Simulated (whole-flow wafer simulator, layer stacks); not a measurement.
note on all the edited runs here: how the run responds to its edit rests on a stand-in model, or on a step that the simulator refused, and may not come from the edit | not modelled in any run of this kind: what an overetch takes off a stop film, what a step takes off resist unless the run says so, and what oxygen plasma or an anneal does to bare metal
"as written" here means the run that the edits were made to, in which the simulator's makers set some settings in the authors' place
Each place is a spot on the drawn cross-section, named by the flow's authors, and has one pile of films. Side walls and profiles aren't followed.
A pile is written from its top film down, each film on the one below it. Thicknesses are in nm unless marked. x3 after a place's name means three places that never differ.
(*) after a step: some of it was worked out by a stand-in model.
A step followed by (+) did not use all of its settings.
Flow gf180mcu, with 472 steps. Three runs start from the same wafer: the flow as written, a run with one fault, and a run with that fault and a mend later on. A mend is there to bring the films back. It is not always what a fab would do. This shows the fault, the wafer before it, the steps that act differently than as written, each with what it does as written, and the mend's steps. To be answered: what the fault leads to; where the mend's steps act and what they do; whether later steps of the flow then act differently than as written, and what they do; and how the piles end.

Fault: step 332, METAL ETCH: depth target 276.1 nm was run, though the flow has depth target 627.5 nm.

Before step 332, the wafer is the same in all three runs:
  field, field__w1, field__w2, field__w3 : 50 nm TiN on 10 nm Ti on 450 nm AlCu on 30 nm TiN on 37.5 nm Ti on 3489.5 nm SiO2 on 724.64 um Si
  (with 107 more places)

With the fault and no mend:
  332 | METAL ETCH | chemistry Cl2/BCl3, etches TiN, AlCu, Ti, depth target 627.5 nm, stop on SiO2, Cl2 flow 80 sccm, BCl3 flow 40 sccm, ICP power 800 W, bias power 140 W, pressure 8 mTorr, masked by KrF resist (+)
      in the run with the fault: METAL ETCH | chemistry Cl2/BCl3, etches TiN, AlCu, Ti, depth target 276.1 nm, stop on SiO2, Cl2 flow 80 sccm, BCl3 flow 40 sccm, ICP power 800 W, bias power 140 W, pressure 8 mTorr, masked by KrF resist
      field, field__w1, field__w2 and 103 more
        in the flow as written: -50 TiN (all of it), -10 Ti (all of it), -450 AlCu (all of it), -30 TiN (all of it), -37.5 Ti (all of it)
        in the run with the fault: -50 TiN (all of it), -10 Ti (all of it), -216.1 AlCu
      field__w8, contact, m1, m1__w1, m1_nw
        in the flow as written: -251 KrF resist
        in the run with the fault: -110.4 KrF resist
  Steps further on in the flow that do not act as written:
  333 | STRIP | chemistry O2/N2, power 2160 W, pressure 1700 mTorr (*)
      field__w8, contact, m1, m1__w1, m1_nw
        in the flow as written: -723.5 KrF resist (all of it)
        in the run with the fault: -864.1 KrF resist (all of it)
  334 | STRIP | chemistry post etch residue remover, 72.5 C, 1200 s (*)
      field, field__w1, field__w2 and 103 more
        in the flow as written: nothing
        in the run with the fault: -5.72 AlCu
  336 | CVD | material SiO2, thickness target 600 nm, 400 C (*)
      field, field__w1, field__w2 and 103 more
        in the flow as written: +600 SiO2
        in the run with the fault: +600 SiO2 (new film)
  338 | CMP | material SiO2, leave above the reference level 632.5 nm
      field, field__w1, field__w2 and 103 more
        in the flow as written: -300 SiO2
        in the run with the fault: -595.7 SiO2
  By the end, the piles at field, field__w1, field__w2 and 104 more depart from the flow's by more than 2% or 0.5 nm, whichever is larger.
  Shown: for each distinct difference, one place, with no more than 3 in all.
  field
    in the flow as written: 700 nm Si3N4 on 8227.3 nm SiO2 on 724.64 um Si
    in the run with the fault: 700 nm Si3N4 on 4442.1 nm SiO2 on 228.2 nm AlCu on 30 nm TiN on 37.5 nm Ti on 3489.5 nm SiO2 on 724.64 um Si
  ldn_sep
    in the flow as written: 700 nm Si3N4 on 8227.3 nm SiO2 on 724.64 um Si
    in the run with the fault: 700 nm Si3N4 on 4442.1 nm SiO2 on 228.2 nm AlCu on 30 nm TiN on 37.5 nm Ti on 3489.4 nm SiO2 on 724.64 um Si
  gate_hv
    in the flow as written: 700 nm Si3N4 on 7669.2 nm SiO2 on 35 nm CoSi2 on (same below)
    in the run with the fault: 700 nm Si3N4 on 4442.1 nm SiO2 on 228.2 nm AlCu on 30 nm TiN on 37.5 nm Ti on 2931.3 nm SiO2 on 35 nm CoSi2 on (same below)

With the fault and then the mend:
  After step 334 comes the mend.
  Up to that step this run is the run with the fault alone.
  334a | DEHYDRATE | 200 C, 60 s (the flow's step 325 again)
      does not change any film at any place that is followed
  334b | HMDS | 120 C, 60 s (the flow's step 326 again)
      does not change any film at any place that is followed
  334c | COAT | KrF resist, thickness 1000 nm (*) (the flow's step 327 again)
      iso_ptap_pw, iso_ntap_nw, iso_nw_fld and 33 more
        +1000 KrF resist (new film)
      field__w5, field__w9, field_sub__w4 and 18 more
        +1001.8 KrF resist (new film)
      field__w6, field_sub, field_sub__w1 and 11 more
        +1001.9 KrF resist (new film)
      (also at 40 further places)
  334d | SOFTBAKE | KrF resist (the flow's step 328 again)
      does not change any film at any place that is followed
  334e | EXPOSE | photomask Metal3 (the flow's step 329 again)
      does not change any film at any place that is followed
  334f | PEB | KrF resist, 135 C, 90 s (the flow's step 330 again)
      field__w1, field__w2, field__w3 and 59 more
        -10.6 KrF resist
      iso_ptap_pw, iso_ntap_nw, iso_nw_fld and 33 more
        -10.5 KrF resist
      sd_p, gate_p, nw_sep_fld
        -10.7 KrF resist
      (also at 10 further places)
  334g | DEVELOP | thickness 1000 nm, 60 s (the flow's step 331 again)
      iso_ptap_pw, iso_ntap_nw, iso_nw_fld and 33 more
        -989.5 KrF resist (all of it)
      field_sub__w2, field_sub__w4, ld_gate_n and 12 more
        -991.2 KrF resist (all of it)
      field__w10, p_well, sti and 10 more
        -991.4 KrF resist (all of it)
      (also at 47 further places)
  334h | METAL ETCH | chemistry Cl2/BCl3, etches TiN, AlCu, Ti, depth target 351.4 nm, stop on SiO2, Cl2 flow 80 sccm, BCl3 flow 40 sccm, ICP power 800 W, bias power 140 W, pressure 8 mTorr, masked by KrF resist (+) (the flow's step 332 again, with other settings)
      field, field__w1, field__w2 and 103 more
        -228.2 AlCu (all of it), -30 TiN (all of it), -37.5 Ti (all of it)
      field__w8, contact, m1, m1__w1, m1_nw
        -140.6 KrF resist
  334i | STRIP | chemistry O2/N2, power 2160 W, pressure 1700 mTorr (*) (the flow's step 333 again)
      field__w8
        -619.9 KrF resist (all of it)
      contact
        -618.4 KrF resist (all of it)
      m1
        -619.8 KrF resist (all of it)
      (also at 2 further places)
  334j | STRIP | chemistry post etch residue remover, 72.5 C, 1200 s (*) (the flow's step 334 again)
      field__w8, contact, m1, m1__w1, m1_nw
        -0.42 TiN
  Later steps of the flow that are run all act as written at every place that is followed, up to a difference of at most 2% or 0.5 nm, whichever is larger.
  The piles end only slightly different from the flow's at the places that both follow, by no more than 2% or 0.5 nm, whichever is larger.
